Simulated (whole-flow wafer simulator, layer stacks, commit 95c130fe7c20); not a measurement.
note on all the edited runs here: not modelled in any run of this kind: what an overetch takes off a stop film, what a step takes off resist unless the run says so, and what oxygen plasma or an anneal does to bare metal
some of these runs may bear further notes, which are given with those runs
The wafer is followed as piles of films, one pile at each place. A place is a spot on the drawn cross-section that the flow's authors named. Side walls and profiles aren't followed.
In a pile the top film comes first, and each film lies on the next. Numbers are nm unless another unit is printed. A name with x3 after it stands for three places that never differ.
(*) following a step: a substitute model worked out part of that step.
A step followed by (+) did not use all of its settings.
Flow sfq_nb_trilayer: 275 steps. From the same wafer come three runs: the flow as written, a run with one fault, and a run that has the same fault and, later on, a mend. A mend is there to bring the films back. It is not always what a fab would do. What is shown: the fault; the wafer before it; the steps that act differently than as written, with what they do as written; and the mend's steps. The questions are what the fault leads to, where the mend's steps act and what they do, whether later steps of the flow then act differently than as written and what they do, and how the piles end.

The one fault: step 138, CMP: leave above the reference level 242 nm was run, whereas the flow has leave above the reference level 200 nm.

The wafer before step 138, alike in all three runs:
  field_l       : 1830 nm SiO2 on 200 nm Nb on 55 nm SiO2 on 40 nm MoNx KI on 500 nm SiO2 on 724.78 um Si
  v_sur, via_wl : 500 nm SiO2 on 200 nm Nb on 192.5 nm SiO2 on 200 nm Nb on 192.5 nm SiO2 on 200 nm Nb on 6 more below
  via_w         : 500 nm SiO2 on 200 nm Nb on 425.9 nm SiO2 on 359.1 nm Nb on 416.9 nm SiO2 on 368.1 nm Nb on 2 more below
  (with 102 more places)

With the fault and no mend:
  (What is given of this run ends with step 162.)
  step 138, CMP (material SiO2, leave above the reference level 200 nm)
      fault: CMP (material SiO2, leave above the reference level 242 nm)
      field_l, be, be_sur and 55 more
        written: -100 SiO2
        fault: -58 SiO2
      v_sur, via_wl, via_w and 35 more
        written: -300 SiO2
        fault: -258 SiO2
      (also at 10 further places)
  Steps later in the flow that act otherwise than as written (2 other steps are not shown; they differ only slightly, by no more than 2% or 0.5 nm, whichever is larger):
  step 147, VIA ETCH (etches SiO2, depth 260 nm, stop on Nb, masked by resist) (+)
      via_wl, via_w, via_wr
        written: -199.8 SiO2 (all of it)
        fault: -241.8 SiO2 (all of it)
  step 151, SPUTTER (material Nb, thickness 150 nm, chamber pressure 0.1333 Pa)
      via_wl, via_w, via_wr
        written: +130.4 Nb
        fault: +125.5 Nb
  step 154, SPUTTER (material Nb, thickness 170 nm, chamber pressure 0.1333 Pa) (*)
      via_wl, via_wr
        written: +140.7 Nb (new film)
        fault: +133.4 Nb (new film)
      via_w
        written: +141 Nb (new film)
        fault: +133.7 Nb (new film)
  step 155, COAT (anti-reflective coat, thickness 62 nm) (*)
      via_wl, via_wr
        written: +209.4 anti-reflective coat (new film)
        fault: +252.2 anti-reflective coat (new film)
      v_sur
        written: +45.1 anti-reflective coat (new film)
        fault: +43.5 anti-reflective coat (new film)
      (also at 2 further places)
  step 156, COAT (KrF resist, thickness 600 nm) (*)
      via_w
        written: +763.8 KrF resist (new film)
        fault: +802.4 KrF resist (new film)
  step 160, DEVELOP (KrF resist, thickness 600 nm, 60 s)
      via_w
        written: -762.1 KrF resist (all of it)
        fault: -800.6 KrF resist (all of it)
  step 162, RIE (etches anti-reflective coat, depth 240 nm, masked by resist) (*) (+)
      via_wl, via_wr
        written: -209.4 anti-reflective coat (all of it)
        fault: -240 anti-reflective coat
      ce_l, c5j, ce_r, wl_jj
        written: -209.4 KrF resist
        fault: -240 KrF resist
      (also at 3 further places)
  The piles after step 162 differ from the flow's at field_l, v_sur, via_wl and 100 more by more than 2% or 0.5 nm, whichever is larger.
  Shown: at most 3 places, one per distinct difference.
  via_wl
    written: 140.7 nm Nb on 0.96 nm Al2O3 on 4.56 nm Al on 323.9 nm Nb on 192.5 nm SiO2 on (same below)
    fault: 12.2 nm anti-reflective coat on 133.4 nm Nb on 0.96 nm Al2O3 on 4.41 nm Al on 319.1 nm Nb on 192.5 nm SiO2 on (same below)
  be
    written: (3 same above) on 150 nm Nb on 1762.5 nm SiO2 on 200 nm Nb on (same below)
    fault: (3 same above) on 150 nm Nb on 1804.5 nm SiO2 on 200 nm Nb on (same below)
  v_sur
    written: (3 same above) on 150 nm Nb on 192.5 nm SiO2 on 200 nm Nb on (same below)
    fault: (3 same above) on 150 nm Nb on 234.5 nm SiO2 on 200 nm Nb on (same below)

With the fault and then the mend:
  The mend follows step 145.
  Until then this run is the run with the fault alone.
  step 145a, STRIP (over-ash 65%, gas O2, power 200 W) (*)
      field_l, v_sur, via_sp and 100 more
        -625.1 KrF resist (all of it), -62 anti-reflective coat (all of it)
      via_wl, via_w, via_wr
        -62 anti-reflective coat (all of it)
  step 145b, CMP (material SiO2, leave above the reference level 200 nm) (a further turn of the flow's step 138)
      field_l, v_sur, via_wl and 103 more
        -42 SiO2
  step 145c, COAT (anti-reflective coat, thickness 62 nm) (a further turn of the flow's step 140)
      field_l, v_sur, via_wl and 103 more
        +62 anti-reflective coat (new film)
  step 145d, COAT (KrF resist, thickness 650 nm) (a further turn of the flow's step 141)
      field_l, v_sur, via_wl and 103 more
        +650 KrF resist (new film)
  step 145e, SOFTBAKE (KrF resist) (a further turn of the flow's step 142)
      leaves every film unchanged at each place that is followed
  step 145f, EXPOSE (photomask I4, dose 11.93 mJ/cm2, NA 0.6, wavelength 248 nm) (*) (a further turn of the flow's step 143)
      leaves every film unchanged at each place that is followed
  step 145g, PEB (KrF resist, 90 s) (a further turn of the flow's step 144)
      field_l, v_sur, via_wl and 103 more
        -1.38 KrF resist
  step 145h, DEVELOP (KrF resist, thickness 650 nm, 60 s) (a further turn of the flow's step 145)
      field_l, v_sur, via_sp and 100 more
        -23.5 KrF resist
      via_wl, via_w, via_wr
        -648.6 KrF resist (all of it)
  Every later step of the flow that is run acts as written at every place that is followed.
  The piles end the same as the flow's at every place that both follow.
